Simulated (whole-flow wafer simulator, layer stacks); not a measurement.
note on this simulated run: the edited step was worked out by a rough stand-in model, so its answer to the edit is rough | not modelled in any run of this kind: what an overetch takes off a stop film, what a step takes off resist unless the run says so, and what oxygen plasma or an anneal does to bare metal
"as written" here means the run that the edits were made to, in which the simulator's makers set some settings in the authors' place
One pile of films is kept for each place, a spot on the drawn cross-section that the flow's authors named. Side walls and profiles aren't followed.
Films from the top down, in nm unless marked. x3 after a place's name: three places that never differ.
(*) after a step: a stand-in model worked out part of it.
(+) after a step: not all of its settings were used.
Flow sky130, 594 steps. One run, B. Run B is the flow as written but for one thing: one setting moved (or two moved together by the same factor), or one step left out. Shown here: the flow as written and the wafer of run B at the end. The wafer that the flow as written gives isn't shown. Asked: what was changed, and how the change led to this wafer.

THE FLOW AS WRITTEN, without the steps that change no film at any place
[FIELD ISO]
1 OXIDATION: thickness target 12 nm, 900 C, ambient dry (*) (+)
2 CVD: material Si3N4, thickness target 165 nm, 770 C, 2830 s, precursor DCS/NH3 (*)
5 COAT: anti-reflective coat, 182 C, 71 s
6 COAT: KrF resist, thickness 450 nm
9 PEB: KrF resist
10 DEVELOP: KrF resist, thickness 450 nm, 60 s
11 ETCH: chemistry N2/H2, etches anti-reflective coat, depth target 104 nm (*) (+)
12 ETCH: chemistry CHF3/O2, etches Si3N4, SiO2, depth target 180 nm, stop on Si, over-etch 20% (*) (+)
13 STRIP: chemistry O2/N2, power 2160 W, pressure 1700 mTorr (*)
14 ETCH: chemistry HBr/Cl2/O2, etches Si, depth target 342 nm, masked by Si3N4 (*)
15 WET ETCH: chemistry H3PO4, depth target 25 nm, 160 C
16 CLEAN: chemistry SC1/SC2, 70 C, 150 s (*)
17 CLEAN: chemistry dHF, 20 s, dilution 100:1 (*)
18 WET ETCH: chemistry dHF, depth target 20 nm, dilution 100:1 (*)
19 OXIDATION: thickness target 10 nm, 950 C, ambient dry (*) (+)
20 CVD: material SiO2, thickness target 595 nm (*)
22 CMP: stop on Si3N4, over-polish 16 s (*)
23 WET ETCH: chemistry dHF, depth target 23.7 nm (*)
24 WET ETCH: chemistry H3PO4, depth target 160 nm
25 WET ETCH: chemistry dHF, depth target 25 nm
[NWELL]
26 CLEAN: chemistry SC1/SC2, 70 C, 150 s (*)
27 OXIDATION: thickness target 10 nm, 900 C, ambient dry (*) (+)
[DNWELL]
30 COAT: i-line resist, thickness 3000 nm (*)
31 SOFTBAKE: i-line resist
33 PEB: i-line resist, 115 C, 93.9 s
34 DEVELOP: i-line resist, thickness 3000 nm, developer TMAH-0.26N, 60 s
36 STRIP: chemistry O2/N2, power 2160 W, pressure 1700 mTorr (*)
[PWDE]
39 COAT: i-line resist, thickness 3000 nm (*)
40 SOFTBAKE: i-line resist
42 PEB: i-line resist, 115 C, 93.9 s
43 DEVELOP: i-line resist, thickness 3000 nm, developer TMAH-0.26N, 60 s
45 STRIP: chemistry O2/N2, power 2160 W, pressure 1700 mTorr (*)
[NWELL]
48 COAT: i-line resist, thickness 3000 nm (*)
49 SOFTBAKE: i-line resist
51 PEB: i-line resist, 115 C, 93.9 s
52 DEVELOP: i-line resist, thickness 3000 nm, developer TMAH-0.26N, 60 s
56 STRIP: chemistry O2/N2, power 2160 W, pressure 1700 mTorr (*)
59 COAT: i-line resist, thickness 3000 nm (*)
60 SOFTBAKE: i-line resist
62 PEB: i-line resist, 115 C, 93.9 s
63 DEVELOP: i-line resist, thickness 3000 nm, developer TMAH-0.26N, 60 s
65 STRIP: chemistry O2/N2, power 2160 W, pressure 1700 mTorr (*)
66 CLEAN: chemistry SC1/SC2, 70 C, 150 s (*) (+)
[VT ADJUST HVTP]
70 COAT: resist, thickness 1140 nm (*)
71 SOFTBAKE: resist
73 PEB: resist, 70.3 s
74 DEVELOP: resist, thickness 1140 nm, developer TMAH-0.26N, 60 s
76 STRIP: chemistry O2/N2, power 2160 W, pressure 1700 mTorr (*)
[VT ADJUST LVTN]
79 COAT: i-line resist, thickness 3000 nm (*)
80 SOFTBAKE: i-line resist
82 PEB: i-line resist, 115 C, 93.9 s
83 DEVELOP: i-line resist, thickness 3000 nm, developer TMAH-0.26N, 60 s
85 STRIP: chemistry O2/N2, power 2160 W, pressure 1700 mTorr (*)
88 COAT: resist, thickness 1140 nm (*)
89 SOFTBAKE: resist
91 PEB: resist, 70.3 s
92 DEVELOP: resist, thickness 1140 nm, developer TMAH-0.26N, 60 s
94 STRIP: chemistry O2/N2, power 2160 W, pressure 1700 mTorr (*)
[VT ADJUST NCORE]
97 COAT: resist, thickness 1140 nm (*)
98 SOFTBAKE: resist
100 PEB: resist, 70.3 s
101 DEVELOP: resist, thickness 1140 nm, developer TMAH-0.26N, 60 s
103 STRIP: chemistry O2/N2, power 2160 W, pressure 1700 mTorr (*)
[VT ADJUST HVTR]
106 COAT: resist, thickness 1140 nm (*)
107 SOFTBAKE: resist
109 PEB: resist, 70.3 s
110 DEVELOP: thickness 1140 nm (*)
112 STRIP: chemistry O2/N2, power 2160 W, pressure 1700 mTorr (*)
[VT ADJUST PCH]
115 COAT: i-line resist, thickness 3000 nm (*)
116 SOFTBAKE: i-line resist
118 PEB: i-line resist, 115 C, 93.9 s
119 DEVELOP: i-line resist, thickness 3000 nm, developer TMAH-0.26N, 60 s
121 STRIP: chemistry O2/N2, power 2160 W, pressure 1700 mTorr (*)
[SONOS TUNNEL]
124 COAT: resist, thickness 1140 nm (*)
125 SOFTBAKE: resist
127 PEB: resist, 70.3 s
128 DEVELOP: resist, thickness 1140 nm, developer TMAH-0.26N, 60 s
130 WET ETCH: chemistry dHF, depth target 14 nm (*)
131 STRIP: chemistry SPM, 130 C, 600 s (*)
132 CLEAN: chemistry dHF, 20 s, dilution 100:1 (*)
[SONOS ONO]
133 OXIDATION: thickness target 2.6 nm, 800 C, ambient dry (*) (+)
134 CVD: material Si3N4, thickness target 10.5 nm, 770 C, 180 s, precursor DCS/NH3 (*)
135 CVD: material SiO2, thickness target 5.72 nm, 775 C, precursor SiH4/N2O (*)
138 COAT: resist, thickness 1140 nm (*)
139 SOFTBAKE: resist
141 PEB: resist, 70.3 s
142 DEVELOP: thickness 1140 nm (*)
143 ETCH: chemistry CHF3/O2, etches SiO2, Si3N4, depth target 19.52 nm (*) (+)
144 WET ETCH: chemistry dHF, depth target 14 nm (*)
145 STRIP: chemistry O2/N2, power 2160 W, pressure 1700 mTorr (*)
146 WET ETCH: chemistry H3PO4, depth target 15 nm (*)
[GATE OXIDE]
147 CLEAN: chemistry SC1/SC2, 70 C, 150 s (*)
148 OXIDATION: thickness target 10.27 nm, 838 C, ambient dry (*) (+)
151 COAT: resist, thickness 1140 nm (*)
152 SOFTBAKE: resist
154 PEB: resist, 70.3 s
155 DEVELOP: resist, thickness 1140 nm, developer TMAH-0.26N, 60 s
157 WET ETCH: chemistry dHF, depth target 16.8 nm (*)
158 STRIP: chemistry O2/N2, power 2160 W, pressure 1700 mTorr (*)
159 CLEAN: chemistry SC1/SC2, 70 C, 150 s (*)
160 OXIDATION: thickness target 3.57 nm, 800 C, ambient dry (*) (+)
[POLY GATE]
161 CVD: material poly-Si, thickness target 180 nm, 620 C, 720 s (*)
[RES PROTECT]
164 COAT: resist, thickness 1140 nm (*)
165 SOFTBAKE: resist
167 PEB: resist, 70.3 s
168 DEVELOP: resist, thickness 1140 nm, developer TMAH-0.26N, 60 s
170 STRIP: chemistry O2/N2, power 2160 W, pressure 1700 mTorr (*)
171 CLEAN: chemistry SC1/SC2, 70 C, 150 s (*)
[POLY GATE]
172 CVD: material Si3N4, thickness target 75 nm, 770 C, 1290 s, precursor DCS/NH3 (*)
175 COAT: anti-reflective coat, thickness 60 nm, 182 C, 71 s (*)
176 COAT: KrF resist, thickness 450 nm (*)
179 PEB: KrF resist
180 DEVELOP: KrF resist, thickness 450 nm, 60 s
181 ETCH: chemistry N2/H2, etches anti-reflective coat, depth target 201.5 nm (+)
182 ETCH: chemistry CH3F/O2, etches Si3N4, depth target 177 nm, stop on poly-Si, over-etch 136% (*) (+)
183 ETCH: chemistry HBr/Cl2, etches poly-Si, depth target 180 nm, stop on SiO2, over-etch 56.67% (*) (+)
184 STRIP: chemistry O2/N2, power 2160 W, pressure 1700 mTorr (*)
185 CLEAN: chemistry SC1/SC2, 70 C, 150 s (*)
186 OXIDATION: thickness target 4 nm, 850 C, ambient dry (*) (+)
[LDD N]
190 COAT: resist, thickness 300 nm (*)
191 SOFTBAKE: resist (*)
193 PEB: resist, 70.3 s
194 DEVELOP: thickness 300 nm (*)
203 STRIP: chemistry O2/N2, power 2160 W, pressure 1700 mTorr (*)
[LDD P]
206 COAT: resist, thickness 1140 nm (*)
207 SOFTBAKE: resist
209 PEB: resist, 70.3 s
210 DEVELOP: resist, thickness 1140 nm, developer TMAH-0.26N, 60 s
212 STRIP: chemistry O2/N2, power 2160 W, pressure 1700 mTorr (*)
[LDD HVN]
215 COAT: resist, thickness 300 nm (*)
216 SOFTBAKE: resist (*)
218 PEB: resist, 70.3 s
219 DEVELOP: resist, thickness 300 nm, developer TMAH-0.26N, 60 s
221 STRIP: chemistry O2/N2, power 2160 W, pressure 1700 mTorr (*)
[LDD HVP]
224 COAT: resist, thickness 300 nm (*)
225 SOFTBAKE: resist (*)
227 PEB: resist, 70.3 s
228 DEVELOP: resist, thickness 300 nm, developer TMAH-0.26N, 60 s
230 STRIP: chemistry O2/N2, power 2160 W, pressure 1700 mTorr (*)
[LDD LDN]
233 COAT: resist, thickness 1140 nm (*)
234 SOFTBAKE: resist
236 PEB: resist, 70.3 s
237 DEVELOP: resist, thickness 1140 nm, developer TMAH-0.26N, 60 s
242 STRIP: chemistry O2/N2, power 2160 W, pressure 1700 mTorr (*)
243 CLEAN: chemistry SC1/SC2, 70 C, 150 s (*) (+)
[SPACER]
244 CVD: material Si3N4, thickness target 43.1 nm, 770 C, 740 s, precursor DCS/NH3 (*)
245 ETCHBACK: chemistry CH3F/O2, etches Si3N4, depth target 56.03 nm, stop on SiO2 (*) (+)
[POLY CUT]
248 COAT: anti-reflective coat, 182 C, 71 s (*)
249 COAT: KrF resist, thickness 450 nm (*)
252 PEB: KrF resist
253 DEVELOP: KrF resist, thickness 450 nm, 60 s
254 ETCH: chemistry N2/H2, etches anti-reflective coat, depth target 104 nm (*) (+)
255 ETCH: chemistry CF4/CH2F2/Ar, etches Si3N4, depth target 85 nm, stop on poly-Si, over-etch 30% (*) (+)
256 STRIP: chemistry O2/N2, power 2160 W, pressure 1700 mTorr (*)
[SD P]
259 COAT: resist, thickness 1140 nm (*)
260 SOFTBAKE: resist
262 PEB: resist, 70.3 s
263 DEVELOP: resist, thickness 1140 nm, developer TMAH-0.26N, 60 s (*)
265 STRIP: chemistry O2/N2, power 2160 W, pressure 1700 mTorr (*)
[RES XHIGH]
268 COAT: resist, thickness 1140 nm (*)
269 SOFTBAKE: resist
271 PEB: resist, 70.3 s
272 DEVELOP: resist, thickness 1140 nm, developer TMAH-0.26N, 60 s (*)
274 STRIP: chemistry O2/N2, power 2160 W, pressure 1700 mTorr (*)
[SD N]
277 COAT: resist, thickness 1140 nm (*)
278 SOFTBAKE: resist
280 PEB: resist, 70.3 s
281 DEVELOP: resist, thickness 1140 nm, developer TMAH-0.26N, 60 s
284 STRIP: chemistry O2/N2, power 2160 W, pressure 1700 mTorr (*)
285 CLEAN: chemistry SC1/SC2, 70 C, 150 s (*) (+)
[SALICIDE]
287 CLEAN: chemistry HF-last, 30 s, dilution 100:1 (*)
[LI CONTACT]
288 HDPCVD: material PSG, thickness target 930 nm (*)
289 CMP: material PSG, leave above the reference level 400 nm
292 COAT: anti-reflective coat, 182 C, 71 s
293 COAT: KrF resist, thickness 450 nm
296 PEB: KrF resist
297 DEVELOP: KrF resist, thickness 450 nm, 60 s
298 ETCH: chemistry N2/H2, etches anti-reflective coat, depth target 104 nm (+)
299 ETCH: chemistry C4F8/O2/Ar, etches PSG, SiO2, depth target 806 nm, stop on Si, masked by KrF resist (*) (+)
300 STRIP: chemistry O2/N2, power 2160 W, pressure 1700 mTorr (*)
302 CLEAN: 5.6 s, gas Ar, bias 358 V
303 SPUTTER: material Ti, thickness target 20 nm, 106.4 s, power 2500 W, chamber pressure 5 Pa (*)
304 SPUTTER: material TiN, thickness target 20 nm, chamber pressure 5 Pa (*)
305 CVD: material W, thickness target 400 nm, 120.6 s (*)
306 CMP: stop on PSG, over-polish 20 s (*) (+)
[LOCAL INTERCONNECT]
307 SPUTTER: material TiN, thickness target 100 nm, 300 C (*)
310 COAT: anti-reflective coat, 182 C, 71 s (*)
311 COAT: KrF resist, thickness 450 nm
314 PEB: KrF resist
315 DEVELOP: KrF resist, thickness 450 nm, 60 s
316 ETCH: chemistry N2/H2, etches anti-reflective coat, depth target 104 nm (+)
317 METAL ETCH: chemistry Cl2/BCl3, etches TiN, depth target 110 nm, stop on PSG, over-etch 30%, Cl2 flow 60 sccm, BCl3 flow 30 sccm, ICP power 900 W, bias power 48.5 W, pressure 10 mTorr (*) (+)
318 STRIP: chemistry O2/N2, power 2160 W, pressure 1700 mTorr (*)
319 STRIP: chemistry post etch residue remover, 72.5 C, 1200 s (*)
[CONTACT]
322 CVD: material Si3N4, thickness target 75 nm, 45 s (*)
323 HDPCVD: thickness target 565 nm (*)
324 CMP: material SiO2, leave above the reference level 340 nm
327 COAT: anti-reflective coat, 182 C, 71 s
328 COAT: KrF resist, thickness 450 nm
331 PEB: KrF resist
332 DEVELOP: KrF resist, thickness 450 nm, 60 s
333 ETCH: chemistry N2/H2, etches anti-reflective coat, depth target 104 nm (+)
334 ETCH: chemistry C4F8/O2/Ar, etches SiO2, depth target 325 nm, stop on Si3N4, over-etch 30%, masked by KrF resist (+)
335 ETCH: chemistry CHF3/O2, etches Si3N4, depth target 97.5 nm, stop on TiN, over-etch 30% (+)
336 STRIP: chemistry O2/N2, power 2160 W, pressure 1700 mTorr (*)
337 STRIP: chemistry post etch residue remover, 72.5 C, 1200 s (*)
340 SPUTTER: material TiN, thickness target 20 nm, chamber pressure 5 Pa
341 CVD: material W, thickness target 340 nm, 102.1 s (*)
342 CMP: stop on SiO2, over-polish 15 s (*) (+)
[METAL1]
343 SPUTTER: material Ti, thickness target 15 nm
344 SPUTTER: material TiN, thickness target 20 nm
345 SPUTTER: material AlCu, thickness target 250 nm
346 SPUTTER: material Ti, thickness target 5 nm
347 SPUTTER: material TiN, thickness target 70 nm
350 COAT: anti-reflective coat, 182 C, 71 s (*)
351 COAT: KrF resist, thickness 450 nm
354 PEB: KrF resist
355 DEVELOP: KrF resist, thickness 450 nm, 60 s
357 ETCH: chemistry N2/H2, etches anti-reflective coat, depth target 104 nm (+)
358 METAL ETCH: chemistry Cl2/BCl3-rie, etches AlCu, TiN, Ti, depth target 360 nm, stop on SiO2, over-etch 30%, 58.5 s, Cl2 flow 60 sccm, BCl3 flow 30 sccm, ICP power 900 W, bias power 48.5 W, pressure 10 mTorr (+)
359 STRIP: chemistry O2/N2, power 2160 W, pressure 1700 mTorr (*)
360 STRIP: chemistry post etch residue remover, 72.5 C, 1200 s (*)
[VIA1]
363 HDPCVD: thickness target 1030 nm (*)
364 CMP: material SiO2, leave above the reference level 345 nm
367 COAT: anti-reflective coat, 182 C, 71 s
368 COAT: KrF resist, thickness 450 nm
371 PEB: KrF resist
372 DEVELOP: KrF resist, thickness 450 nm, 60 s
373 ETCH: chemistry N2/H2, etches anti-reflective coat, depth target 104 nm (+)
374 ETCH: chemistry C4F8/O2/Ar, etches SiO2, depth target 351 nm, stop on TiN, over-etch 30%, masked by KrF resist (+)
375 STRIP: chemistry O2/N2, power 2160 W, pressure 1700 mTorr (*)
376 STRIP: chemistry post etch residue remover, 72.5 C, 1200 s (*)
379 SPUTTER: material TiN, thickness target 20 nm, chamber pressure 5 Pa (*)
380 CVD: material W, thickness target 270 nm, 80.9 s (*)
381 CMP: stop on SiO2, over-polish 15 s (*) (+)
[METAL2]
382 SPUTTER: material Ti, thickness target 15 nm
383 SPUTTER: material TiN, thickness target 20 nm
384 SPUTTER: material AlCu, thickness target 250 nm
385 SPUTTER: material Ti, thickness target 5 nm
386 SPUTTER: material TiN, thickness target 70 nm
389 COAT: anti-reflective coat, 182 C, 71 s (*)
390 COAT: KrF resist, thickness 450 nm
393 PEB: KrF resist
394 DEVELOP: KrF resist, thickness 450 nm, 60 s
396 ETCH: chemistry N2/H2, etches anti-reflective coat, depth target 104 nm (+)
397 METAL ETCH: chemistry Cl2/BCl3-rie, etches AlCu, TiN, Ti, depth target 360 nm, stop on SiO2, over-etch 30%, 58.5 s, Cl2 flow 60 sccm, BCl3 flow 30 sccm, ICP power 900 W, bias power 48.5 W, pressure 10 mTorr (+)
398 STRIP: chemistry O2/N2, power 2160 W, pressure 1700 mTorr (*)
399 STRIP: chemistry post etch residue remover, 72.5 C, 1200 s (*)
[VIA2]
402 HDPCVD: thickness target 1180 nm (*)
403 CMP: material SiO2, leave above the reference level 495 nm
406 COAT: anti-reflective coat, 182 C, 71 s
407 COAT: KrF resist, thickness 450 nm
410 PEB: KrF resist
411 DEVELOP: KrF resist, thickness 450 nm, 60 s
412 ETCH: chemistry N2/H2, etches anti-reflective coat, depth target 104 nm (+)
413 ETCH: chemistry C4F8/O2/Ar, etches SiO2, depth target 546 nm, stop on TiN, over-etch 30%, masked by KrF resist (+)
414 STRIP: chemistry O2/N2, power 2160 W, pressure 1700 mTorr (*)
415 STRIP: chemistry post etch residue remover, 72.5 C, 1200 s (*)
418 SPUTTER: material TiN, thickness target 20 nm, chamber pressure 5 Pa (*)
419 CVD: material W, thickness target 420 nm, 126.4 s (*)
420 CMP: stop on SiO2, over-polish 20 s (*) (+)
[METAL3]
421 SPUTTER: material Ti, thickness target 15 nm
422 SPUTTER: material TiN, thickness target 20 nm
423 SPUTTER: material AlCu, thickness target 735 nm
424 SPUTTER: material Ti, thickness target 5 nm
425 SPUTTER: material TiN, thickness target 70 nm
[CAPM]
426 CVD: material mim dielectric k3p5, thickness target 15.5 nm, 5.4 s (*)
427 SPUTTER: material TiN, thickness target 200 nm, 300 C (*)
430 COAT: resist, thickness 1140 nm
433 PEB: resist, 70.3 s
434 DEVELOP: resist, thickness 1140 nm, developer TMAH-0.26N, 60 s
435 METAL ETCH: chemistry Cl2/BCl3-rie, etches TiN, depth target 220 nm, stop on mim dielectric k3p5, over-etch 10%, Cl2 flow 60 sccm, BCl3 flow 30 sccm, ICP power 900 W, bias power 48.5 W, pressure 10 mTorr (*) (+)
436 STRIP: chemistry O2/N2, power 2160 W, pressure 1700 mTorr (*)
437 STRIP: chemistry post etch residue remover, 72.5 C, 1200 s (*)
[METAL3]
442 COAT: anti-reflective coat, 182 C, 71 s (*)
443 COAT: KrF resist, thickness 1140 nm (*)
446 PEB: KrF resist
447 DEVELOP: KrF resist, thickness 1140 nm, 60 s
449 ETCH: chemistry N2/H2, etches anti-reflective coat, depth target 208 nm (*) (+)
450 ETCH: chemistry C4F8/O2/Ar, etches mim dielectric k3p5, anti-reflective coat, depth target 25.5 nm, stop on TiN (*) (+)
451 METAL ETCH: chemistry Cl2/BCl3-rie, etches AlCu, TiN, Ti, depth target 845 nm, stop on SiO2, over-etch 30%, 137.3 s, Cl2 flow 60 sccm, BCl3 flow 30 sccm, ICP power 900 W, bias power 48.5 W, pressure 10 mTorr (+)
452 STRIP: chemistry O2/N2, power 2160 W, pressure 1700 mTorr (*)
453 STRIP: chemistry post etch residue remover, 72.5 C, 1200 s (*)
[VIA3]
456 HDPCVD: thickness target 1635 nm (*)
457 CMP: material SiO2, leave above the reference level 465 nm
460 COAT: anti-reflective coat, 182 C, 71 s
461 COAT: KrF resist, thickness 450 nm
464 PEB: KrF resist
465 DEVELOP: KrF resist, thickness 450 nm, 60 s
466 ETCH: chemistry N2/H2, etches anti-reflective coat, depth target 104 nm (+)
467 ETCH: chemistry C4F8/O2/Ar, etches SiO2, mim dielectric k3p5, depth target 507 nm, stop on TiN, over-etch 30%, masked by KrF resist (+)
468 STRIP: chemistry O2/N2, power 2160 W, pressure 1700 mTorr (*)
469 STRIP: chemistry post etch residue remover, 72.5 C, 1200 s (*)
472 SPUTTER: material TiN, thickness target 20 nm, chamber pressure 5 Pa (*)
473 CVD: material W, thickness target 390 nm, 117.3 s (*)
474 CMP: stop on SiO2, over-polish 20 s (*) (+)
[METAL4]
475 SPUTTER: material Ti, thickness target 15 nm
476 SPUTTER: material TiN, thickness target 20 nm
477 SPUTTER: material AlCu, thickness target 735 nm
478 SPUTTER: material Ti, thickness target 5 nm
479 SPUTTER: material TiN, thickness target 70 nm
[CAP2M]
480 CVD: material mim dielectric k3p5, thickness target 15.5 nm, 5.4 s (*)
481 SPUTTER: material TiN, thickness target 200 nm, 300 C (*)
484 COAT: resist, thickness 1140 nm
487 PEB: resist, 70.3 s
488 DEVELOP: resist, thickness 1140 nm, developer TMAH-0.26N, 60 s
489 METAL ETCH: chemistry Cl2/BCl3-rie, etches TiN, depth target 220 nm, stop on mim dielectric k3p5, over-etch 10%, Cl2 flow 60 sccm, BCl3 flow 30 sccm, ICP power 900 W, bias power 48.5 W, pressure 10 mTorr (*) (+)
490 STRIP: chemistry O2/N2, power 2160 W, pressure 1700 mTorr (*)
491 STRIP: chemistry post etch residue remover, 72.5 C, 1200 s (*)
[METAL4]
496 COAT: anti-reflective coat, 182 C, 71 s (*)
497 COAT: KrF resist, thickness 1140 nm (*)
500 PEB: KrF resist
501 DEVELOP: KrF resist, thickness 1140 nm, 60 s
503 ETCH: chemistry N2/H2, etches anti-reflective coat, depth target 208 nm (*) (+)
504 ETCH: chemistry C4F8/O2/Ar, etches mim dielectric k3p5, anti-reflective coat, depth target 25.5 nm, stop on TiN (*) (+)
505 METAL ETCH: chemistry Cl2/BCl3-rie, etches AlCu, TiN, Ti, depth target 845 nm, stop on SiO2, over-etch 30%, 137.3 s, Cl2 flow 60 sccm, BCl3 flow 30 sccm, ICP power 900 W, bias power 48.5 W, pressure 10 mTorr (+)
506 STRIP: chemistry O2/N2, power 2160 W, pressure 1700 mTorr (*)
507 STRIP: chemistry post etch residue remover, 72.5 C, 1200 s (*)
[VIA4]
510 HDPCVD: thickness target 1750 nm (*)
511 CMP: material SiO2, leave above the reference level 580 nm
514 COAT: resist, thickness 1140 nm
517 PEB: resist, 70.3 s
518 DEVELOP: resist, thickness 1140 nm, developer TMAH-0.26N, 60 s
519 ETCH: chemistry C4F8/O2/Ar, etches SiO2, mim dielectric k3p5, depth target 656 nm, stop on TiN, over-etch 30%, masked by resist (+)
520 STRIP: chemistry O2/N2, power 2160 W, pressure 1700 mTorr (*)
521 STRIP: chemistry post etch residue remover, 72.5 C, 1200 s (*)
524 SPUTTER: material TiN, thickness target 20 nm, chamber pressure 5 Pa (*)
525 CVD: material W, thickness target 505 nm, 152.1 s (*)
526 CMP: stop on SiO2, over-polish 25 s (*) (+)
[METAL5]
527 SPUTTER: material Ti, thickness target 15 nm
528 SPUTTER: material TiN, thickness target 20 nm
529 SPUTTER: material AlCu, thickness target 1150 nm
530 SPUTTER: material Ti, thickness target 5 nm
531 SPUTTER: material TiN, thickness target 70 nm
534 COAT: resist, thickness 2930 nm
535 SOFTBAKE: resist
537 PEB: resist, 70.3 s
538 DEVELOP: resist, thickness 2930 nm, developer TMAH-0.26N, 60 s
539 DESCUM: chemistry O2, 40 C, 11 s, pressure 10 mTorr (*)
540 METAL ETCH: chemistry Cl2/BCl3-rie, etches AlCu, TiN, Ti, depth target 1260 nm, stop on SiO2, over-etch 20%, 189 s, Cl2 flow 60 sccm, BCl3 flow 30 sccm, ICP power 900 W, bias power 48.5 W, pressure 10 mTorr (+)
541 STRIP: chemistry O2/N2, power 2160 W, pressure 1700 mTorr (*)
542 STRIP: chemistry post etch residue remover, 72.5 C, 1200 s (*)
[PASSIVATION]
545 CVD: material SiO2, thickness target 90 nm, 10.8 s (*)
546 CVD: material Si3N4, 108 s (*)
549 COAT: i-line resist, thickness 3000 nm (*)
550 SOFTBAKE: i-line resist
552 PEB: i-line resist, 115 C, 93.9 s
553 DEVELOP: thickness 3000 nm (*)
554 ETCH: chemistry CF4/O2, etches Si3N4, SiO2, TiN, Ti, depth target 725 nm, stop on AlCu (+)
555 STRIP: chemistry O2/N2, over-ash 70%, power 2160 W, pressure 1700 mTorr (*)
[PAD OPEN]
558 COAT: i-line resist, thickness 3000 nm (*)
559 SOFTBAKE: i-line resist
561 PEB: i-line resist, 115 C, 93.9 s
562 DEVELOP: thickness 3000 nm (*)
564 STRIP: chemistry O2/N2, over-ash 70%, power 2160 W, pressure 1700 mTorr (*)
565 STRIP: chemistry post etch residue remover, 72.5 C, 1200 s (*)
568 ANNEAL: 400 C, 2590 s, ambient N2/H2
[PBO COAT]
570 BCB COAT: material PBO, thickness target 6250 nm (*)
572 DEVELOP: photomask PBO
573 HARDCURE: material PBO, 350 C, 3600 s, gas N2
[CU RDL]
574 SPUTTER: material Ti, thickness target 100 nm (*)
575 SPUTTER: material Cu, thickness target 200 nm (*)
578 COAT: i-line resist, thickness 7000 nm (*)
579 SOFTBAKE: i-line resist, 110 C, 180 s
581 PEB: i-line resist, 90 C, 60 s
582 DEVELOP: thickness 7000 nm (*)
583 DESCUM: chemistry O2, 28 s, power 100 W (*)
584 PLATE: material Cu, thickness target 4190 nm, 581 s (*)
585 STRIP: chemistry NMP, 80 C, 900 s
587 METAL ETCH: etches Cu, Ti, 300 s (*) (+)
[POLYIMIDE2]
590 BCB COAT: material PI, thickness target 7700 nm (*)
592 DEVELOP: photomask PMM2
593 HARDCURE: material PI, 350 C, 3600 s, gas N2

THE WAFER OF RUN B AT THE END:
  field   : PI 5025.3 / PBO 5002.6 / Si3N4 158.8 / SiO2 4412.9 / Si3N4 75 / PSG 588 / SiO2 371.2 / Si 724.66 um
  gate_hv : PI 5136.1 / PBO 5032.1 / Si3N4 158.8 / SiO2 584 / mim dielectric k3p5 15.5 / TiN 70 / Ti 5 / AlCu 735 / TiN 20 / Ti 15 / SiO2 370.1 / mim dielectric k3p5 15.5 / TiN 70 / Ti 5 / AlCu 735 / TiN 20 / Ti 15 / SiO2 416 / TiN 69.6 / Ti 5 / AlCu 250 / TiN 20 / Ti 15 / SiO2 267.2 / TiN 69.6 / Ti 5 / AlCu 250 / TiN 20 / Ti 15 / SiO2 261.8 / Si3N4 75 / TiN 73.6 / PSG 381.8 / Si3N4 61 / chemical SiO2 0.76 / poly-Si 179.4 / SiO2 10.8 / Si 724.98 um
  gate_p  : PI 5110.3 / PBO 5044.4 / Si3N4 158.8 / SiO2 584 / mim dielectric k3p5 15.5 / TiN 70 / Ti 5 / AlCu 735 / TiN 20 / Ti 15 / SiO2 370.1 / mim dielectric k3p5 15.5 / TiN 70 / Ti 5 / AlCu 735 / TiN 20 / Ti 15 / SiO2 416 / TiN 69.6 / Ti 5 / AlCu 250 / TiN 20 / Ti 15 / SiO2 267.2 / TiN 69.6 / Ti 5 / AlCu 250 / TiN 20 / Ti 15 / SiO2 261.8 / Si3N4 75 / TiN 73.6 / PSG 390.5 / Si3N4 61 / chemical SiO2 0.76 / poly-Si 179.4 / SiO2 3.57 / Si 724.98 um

The cause: step 307, SPUTTER: thickness target 74 nm was run, where the flow has thickness target 100 nm.

How the change led to this, step by step:
  307 SPUTTER: material TiN, thickness target 100 nm, 300 C (*)
      field, active, n_well and 188 more: TiN +74 (new film) (as written it would be: TiN +100 (new film))
  317 METAL ETCH: chemistry Cl2/BCl3, etches TiN, depth target 110 nm, stop on PSG, over-etch 30%, Cl2 flow 60 sccm, BCl3 flow 30 sccm, ICP power 900 W, bias power 48.5 W, pressure 10 mTorr (*) (+)
      n_well, p_well, gate_hv and 97 more: KrF resist -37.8 (as written it would be: KrF resist -44)
      field, active, gate and 88 more: TiN -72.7 (all of it) (as written it would be: TiN -98.7 (all of it))
  324 CMP: material SiO2, leave above the reference level 340 nm
      field, active, gate and 88 more: SiO2 -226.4 (as written it would be: SiO2 -200.4)
